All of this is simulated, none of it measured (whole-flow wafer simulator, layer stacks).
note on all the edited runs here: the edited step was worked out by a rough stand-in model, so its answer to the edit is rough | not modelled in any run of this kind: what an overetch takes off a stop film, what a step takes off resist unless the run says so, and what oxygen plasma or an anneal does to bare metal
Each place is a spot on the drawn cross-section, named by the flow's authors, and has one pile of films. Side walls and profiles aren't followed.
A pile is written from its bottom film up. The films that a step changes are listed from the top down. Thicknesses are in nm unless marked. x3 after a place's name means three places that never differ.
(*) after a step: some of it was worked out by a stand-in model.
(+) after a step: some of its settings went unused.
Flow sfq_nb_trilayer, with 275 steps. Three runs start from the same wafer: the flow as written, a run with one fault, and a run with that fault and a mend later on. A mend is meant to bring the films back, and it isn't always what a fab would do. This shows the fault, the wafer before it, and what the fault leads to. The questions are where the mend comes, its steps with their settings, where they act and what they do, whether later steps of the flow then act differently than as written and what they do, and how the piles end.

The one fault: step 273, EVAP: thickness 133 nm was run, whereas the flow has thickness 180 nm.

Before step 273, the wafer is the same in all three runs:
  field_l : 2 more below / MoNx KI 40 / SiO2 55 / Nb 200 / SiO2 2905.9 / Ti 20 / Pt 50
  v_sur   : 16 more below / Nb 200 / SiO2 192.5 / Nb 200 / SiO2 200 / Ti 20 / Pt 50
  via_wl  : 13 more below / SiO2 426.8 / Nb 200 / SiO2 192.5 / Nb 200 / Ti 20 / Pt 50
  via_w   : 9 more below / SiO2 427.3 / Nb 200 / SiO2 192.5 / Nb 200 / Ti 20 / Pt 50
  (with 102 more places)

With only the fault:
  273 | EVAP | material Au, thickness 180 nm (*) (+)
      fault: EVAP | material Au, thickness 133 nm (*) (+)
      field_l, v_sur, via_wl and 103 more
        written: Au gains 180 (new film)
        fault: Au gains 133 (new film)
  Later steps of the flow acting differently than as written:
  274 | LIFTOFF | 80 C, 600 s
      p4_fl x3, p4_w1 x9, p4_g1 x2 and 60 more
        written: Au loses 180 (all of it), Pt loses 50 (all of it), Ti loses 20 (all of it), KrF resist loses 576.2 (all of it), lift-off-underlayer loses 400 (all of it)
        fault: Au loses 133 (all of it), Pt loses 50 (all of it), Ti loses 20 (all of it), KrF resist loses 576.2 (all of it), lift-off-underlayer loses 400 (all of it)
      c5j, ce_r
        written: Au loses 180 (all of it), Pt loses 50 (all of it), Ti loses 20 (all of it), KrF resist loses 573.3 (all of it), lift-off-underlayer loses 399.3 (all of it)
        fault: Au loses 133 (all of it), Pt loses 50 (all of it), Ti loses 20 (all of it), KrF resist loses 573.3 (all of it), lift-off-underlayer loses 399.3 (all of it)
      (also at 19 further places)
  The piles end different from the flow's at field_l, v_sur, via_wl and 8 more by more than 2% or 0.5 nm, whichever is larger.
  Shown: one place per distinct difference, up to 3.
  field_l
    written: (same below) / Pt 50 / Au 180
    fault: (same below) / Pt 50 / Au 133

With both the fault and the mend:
  The mend stands after step 273.
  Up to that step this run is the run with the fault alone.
  273a | EVAP | material Au, thickness 47 nm (*) (+) (the flow's step 273, run once more with other settings)
      field_l, v_sur, via_wl and 103 more
        Au gains 47
  Later steps of the flow that are run all act as written at every place that is followed.
  The piles end the same as the flow's at every place that both follow.
